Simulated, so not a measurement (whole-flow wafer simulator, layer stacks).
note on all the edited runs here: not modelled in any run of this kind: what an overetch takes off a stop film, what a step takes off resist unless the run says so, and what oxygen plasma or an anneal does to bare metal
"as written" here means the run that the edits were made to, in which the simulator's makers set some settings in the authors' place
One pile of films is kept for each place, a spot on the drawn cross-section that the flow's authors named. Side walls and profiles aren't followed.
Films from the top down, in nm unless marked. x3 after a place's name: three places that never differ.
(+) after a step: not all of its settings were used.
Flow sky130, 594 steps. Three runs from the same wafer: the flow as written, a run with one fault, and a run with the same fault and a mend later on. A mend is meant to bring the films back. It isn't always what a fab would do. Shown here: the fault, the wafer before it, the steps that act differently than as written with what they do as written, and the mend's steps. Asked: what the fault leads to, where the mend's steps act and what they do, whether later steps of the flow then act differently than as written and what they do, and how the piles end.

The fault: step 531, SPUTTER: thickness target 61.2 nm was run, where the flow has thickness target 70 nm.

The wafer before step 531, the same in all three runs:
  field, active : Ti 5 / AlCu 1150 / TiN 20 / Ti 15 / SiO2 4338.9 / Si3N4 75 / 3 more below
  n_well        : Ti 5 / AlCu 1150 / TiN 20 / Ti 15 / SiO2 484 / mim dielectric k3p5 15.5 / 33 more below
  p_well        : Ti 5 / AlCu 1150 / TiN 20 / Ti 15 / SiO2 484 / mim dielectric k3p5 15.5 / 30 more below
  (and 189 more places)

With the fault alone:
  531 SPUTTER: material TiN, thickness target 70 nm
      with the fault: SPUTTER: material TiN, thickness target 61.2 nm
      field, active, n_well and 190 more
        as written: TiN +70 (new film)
        with the fault: TiN +61.2 (new film)
  Later steps of the flow that act differently than as written (21 more steps differ only slightly, by at most 2% or 0.5 nm, whichever is larger, and aren't shown):
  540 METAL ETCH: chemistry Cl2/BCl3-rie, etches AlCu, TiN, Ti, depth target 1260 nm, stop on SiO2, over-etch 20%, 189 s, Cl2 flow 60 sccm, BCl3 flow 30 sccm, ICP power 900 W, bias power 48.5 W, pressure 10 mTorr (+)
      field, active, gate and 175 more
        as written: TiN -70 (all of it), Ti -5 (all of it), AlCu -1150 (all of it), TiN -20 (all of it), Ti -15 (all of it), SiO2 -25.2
        with the fault: TiN -61.2 (all of it), Ti -5 (all of it), AlCu -1150 (all of it), TiN -20 (all of it), Ti -15 (all of it), SiO2 -26.1
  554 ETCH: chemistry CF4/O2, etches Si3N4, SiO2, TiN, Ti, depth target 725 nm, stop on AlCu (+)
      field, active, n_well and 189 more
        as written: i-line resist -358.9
        with the fault: i-line resist -350.1
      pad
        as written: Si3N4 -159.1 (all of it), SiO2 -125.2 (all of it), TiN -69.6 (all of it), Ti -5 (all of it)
        with the fault: Si3N4 -159.1 (all of it), SiO2 -125.2 (all of it), TiN -60.8 (all of it), Ti -5 (all of it)
  At the end the piles differ from the flow's by more than 2% or 0.5 nm, whichever is larger, at n_well, p_well, sd_n and 11 more.
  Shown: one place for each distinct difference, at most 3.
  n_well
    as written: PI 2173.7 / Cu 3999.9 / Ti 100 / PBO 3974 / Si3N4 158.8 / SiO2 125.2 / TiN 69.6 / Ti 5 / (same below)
    with the fault: PI 2174.7 / Cu 3999.9 / Ti 100 / PBO 3980.4 / Si3N4 158.8 / SiO2 125.2 / TiN 60.8 / Ti 5 / (same below)
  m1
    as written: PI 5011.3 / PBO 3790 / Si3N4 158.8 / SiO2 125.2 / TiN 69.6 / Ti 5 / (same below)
    with the fault: PI 5011.7 / PBO 3797.3 / Si3N4 158.8 / SiO2 125.2 / TiN 60.8 / Ti 5 / (same below)
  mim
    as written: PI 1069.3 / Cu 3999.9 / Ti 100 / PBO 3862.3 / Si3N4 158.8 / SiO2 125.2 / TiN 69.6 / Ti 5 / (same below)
    with the fault: PI 1070.2 / Cu 3999.9 / Ti 100 / PBO 3869 / Si3N4 158.8 / SiO2 125.2 / TiN 60.8 / Ti 5 / (same below)

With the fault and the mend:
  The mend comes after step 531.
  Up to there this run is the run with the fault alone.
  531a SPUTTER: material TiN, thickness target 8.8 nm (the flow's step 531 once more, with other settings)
      field, active, n_well and 190 more
        TiN +8.8
  No later step of the flow acts differently than as written at any place that is followed.
  At the end the piles are the same as the flow's at every place that both follow.
